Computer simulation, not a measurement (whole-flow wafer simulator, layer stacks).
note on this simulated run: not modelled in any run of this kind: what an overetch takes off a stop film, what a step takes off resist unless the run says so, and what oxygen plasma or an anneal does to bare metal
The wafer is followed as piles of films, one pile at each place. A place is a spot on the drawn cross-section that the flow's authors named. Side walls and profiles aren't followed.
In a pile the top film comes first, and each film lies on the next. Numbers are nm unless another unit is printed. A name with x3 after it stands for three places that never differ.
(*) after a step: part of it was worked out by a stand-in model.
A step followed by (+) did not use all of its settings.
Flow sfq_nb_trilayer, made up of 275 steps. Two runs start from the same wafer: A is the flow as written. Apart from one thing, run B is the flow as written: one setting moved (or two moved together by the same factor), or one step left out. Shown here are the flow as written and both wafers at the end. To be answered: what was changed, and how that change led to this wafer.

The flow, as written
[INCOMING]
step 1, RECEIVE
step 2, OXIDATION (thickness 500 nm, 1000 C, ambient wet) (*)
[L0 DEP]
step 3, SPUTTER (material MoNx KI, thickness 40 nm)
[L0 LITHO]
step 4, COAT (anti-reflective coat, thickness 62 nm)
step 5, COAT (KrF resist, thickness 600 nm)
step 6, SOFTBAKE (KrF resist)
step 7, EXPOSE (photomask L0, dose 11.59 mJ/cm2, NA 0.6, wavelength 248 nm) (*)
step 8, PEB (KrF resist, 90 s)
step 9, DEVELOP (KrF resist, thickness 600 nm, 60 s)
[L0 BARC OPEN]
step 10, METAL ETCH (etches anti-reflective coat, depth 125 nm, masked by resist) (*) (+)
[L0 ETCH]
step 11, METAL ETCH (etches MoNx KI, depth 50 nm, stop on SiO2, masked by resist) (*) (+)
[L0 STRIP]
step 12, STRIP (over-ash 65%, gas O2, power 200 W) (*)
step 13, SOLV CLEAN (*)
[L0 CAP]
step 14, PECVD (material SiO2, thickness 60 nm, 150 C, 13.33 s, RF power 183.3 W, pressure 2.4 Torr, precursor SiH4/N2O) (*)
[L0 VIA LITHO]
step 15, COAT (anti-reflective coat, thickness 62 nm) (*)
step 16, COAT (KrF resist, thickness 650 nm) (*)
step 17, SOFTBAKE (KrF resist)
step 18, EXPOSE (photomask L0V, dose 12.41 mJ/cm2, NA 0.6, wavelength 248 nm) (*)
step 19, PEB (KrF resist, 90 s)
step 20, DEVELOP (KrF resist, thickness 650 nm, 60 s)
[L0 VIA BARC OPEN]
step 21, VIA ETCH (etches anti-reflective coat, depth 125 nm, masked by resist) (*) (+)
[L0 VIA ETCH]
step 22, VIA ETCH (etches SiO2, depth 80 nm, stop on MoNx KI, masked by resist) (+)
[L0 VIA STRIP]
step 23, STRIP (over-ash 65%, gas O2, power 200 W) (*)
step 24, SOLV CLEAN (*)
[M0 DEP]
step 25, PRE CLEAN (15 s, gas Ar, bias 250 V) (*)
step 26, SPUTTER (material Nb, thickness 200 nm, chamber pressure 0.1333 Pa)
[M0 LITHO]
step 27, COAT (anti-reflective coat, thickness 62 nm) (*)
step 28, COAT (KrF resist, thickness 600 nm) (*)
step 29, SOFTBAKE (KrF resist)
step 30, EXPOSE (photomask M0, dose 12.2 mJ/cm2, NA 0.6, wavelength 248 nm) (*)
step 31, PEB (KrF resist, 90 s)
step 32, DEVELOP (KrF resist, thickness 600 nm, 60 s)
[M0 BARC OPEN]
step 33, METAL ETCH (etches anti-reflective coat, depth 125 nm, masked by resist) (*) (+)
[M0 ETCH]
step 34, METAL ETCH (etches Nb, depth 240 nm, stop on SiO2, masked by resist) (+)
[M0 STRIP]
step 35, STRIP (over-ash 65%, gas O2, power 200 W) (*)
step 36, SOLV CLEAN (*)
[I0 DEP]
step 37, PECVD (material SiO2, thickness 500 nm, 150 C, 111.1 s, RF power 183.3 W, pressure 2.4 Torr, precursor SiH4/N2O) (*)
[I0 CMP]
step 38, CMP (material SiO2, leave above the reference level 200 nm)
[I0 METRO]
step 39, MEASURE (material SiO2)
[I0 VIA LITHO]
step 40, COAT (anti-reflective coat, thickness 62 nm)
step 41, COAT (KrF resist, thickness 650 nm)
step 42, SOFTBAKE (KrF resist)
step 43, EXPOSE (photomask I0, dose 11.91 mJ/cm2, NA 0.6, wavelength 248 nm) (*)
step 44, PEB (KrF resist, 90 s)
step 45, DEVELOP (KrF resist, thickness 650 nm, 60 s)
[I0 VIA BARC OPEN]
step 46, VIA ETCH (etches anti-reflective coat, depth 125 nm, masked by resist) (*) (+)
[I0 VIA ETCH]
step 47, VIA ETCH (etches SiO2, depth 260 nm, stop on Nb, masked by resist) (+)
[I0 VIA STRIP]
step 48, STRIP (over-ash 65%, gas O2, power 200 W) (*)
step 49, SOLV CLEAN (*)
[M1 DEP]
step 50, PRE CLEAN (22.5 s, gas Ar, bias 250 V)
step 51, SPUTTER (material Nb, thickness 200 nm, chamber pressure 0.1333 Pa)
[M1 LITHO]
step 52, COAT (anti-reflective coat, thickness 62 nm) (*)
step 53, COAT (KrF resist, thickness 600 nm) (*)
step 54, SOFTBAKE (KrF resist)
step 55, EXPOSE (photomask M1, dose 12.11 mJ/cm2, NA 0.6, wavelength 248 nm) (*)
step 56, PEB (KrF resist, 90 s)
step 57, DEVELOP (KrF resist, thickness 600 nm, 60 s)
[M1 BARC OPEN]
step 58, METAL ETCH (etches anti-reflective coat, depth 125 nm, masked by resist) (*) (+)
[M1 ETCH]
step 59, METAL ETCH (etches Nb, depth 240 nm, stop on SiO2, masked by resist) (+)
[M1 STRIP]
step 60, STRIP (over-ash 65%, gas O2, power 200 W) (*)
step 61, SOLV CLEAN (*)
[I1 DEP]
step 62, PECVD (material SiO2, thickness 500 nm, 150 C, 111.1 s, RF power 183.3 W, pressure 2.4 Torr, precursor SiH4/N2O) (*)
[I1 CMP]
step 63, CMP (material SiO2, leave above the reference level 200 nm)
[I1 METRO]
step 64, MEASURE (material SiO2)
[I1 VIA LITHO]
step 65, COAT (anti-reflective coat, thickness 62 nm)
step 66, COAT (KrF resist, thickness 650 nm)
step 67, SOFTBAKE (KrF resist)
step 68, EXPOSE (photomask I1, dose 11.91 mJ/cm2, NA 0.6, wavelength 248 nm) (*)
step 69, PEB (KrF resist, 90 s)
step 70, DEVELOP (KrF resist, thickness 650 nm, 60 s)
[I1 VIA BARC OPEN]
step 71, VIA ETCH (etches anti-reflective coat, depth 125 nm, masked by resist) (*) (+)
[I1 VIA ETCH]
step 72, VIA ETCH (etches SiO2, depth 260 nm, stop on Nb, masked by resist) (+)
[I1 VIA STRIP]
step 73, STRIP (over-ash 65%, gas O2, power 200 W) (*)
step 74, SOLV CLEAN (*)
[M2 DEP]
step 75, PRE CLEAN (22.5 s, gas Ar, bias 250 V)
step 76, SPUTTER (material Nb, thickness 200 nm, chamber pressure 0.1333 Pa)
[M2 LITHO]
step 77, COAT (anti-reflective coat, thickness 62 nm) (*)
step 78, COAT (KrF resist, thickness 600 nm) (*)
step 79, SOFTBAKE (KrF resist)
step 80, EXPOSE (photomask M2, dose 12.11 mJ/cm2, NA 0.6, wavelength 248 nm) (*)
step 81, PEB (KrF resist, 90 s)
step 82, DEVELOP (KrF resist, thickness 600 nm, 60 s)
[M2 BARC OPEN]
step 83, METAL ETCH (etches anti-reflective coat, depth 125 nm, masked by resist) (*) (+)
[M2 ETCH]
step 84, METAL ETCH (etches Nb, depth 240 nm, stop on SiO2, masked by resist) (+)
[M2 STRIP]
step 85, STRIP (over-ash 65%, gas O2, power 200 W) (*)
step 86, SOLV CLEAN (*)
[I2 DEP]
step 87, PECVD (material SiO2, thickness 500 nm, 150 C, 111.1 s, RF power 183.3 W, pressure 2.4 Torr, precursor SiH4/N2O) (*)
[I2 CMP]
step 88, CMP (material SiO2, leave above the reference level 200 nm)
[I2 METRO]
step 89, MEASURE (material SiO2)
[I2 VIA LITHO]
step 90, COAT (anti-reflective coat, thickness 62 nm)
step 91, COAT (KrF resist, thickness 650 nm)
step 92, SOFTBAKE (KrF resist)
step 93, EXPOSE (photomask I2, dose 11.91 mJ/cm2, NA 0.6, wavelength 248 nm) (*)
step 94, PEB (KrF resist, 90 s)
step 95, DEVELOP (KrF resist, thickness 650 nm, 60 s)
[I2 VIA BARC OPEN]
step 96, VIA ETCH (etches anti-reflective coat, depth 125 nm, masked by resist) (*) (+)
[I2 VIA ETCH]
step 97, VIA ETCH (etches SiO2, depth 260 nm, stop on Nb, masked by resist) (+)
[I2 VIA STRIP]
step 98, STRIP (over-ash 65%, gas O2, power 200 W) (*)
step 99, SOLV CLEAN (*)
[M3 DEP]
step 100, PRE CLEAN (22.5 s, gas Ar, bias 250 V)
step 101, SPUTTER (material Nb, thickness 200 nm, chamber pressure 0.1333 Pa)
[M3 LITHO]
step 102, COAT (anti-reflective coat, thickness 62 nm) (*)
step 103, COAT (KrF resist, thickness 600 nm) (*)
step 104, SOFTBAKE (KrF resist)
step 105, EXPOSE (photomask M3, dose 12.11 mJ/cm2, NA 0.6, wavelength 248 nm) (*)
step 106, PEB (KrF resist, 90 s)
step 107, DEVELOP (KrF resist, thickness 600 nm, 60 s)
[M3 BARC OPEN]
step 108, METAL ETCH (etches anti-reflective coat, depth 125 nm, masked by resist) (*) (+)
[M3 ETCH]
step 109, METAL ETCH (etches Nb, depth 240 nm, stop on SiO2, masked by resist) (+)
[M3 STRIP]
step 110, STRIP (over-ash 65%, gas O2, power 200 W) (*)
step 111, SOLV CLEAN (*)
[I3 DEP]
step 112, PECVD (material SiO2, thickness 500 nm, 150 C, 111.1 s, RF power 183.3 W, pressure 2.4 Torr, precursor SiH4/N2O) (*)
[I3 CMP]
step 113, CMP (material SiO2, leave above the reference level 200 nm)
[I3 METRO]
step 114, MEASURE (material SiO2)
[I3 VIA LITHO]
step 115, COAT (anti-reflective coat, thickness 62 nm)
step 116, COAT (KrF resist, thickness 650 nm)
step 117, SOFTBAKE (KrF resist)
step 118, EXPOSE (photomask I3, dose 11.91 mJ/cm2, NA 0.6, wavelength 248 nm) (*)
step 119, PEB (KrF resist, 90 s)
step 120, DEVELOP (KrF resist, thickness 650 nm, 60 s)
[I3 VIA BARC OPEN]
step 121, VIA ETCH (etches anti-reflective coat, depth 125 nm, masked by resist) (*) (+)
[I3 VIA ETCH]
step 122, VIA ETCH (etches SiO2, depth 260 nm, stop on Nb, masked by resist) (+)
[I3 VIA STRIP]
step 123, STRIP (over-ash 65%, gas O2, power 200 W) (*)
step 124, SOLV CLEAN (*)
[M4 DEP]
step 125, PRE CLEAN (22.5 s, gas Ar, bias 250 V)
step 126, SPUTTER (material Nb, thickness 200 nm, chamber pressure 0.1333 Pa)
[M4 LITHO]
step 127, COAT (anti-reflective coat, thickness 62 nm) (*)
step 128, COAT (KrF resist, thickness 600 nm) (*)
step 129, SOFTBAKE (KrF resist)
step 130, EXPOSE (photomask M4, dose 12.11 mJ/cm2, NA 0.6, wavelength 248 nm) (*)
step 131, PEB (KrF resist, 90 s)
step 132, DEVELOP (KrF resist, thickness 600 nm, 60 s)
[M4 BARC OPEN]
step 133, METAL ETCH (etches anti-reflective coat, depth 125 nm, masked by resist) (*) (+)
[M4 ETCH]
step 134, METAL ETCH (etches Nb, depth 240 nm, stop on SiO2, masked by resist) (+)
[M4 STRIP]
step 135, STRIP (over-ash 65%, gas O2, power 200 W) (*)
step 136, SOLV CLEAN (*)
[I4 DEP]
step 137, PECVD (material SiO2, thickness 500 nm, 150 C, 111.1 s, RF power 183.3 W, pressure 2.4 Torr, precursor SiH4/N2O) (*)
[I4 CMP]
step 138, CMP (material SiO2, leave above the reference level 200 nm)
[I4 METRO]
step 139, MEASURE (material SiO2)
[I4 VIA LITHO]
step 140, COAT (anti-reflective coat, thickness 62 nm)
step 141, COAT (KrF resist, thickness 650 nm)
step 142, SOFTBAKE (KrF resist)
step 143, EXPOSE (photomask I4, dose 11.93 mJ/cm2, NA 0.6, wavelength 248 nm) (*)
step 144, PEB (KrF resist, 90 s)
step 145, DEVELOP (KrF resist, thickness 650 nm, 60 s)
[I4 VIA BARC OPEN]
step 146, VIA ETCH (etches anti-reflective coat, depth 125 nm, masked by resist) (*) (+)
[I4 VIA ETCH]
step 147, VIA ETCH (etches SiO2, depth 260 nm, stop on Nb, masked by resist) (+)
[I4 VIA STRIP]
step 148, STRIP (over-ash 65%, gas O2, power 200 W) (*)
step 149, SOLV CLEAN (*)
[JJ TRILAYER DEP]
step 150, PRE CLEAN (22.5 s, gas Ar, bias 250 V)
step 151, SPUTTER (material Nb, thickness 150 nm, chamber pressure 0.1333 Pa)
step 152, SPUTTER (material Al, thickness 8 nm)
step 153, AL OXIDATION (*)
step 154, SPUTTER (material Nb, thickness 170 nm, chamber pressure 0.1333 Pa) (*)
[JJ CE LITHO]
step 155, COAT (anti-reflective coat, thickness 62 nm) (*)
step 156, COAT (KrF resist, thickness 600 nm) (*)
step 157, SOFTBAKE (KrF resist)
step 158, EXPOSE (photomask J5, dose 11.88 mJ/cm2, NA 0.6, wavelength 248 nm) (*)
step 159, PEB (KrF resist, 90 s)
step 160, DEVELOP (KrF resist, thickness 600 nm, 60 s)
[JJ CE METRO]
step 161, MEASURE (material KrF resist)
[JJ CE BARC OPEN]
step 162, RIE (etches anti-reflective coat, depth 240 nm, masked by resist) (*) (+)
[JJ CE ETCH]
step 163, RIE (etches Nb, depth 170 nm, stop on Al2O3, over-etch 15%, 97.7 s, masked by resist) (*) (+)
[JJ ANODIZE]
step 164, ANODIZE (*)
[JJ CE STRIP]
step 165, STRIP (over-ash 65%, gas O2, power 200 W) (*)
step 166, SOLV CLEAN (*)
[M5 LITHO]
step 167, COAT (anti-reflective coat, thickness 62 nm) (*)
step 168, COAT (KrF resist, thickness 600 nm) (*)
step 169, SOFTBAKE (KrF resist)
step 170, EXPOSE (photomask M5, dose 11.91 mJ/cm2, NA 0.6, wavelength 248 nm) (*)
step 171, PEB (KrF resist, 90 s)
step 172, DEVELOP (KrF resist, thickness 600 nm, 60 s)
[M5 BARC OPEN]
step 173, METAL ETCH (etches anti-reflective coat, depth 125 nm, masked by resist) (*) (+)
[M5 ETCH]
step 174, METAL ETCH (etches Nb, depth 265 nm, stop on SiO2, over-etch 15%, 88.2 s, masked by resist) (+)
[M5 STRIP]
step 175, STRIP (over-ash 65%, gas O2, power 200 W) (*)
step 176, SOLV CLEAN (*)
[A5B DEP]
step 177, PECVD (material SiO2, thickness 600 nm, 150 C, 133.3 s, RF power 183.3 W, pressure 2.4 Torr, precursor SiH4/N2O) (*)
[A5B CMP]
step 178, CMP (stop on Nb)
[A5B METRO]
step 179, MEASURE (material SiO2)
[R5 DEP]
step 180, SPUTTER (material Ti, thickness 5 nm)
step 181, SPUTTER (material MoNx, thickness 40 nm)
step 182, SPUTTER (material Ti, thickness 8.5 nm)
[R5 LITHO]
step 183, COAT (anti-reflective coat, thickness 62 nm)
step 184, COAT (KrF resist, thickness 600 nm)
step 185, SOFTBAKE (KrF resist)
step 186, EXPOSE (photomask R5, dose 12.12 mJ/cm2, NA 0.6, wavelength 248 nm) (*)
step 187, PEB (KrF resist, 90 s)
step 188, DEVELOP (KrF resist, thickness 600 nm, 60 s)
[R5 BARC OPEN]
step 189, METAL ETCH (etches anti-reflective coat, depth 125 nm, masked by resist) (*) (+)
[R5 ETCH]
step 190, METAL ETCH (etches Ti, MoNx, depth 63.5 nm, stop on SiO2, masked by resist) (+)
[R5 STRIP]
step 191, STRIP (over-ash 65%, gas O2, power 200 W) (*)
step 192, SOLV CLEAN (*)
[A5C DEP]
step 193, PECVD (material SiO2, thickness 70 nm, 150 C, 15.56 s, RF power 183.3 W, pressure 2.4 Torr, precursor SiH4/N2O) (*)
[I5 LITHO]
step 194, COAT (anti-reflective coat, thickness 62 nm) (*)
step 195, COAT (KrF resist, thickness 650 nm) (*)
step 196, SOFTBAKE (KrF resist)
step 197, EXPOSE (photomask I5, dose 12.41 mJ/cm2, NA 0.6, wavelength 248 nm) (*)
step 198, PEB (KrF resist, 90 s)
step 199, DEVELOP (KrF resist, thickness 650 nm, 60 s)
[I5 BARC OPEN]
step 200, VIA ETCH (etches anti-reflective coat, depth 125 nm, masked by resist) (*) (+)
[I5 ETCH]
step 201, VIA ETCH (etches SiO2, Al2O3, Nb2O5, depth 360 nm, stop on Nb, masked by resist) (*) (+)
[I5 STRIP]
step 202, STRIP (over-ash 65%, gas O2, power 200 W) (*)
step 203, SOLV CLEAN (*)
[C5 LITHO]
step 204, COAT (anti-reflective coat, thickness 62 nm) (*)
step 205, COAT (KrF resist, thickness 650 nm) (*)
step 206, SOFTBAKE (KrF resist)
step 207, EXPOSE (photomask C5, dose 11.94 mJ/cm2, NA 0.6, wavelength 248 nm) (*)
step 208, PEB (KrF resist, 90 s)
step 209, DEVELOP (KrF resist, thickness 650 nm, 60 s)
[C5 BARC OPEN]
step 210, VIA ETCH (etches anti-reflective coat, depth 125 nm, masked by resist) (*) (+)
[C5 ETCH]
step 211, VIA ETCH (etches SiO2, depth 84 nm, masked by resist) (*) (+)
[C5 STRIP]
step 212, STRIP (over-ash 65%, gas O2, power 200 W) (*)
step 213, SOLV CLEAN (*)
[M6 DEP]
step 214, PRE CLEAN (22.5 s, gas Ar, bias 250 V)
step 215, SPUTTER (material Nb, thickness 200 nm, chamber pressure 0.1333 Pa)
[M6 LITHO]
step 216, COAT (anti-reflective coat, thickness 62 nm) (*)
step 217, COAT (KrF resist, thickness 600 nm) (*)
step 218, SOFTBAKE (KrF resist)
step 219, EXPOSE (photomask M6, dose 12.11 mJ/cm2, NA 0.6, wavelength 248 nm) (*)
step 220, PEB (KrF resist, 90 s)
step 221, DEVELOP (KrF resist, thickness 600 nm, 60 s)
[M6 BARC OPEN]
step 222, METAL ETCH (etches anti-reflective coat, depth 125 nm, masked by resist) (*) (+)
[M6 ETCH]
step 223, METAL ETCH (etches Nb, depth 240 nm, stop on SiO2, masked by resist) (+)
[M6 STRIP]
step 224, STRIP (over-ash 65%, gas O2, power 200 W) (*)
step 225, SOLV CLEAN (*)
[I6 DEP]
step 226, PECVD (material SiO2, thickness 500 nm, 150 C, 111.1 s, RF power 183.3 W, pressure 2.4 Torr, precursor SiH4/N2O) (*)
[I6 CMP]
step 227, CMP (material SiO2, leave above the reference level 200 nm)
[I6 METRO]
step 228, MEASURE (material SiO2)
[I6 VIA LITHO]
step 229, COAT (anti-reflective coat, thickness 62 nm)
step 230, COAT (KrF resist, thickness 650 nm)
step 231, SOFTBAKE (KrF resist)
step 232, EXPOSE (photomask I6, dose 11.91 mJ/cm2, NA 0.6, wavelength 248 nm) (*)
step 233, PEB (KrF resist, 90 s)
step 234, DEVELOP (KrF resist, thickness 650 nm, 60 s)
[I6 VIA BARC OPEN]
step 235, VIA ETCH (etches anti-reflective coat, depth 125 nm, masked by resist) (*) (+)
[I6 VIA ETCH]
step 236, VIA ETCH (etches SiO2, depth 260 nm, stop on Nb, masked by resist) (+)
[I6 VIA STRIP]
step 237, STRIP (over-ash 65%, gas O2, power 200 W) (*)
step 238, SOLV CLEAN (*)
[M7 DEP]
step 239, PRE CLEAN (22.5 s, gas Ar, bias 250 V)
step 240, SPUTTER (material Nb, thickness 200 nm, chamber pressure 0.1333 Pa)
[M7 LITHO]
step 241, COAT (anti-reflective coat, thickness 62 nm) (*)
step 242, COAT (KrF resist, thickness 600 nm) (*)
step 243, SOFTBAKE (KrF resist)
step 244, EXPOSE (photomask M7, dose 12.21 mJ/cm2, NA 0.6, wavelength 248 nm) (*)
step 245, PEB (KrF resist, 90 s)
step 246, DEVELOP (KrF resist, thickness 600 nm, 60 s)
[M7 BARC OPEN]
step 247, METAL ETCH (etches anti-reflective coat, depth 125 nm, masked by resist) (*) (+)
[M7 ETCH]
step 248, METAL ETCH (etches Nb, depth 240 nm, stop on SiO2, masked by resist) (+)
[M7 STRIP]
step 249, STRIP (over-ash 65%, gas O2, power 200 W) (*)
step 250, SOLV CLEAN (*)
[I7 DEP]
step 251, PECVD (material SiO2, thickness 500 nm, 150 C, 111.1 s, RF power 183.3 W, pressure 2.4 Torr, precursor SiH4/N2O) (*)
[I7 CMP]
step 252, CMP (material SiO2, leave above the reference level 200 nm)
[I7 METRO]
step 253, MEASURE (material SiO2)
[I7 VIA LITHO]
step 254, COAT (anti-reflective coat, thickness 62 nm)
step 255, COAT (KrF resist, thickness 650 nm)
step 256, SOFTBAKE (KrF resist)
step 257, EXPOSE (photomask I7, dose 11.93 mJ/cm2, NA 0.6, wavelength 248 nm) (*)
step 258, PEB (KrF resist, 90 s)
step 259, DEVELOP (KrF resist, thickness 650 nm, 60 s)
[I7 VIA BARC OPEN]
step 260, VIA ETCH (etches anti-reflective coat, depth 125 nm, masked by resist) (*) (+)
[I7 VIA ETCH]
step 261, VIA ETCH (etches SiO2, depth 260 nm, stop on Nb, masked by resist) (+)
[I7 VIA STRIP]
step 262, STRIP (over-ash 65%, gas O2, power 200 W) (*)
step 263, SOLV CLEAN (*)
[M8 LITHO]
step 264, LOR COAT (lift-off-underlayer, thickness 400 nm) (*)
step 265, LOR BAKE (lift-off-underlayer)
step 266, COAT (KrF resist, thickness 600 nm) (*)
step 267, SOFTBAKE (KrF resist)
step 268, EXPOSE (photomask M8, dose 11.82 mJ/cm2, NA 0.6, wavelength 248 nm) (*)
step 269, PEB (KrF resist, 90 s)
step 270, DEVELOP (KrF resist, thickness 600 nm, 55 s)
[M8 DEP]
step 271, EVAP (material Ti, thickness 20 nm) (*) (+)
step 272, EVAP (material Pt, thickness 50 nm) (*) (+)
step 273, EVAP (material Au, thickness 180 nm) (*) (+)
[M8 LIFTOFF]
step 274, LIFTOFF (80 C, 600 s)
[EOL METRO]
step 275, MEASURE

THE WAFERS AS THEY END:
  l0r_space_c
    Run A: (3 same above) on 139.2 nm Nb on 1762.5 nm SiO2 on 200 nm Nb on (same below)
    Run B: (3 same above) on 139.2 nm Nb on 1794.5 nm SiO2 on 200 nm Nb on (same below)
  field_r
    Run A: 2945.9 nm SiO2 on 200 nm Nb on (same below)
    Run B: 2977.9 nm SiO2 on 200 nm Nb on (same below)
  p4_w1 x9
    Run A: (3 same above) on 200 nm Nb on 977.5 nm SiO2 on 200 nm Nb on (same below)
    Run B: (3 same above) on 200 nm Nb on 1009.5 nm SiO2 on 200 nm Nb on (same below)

What caused this: step 76, SPUTTER: thickness 232 nm was run, though the flow has thickness 200 nm.

The path from the change to this, step by step:
  step 76, SPUTTER (material Nb, thickness 200 nm, chamber pressure 0.1333 Pa)
      field_l, v_sur, via_wl and 102 more: A Nb gains 200 (new film) | B Nb gains 232 (new film)
      via_v: A Nb gains 174.5 | B Nb gains 202.8
  step 84, METAL ETCH (etches Nb, depth 240 nm, stop on SiO2, masked by resist) (+)
      field_l, be, be_sur and 81 more: A Nb loses 200 (all of it) | B Nb loses 232 (all of it)
  step 87, PECVD (material SiO2, thickness 500 nm, 150 C, 111.1 s, RF power 183.3 W, pressure 2.4 Torr, precursor SiH4/N2O) (*)
      via_v: A SiO2 gains 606 (new film) | B SiO2 gains 585.2 (new film)
  step 88, CMP (material SiO2, leave above the reference level 200 nm)
      field_l, be, be_sur and 81 more: A SiO2 loses 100 | B SiO2 loses 68
      via_v: A SiO2 loses 181.6 | B SiO2 loses 157.1
